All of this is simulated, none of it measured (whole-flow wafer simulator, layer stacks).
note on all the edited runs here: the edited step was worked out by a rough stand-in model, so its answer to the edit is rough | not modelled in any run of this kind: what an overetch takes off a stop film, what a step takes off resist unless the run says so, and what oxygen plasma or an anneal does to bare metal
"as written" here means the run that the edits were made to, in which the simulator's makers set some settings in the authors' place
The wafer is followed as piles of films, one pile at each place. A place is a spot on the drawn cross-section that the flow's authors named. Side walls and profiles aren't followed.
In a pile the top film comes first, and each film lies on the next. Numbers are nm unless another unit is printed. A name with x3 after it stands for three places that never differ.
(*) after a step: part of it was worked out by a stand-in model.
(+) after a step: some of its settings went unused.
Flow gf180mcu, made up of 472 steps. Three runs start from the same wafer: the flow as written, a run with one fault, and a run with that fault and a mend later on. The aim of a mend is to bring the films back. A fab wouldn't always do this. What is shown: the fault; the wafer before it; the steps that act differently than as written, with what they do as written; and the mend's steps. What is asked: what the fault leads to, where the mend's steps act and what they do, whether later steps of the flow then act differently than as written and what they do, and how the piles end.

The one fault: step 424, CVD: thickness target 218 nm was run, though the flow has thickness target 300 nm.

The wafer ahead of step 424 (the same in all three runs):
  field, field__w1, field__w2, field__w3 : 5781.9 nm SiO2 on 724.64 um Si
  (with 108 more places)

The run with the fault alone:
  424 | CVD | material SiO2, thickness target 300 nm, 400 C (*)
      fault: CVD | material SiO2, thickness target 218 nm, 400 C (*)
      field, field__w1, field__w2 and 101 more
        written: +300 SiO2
        fault: +218 SiO2
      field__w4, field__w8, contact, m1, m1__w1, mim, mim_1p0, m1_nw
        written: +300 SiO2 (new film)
        fault: +218 SiO2 (new film)
  Steps further on in the flow that do not act as written (2 more steps, not shown, differ only slightly: by at most 2% or 0.5 nm, whichever is larger):
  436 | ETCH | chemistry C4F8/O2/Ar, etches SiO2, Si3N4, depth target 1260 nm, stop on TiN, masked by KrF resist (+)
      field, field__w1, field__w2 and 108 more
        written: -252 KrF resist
        fault: -236.8 KrF resist
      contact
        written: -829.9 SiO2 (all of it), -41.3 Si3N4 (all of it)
        fault: -747.9 SiO2 (all of it), -41.3 Si3N4 (all of it)
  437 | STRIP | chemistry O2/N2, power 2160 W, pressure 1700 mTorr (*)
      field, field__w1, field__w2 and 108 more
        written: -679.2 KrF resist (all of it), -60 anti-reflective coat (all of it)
        fault: -694.4 KrF resist (all of it), -60 anti-reflective coat (all of it)
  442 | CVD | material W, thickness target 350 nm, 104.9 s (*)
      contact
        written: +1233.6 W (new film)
        fault: +1150.9 W (new film)
  At field__w4, field__w8, contact, m1, m1__w1, mim, mim_1p0, m1_nw, the piles at the end differ from the flow's by more than 2% or 0.5 nm, whichever is larger.
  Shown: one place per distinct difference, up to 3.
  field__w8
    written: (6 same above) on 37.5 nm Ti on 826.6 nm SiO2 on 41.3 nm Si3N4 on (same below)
    fault: (6 same above) on 37.5 nm Ti on 744.6 nm SiO2 on 41.3 nm Si3N4 on (same below)
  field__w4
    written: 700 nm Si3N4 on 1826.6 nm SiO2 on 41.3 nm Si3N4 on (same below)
    fault: 700 nm Si3N4 on 1744.6 nm SiO2 on 41.3 nm Si3N4 on (same below)
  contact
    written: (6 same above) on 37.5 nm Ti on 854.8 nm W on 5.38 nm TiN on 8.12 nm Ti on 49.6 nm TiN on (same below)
    fault: (6 same above) on 37.5 nm Ti on 772.1 nm W on 5.64 nm TiN on 8.51 nm Ti on 49.6 nm TiN on (same below)

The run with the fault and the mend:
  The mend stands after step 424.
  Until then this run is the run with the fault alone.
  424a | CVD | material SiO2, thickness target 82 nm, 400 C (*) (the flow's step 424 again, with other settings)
      field, field__w1, field__w2 and 109 more
        +82 SiO2
  Every later step of the flow that is run acts as written at every place that is followed.
  At every place that both follow, the piles at the end match the flow's.
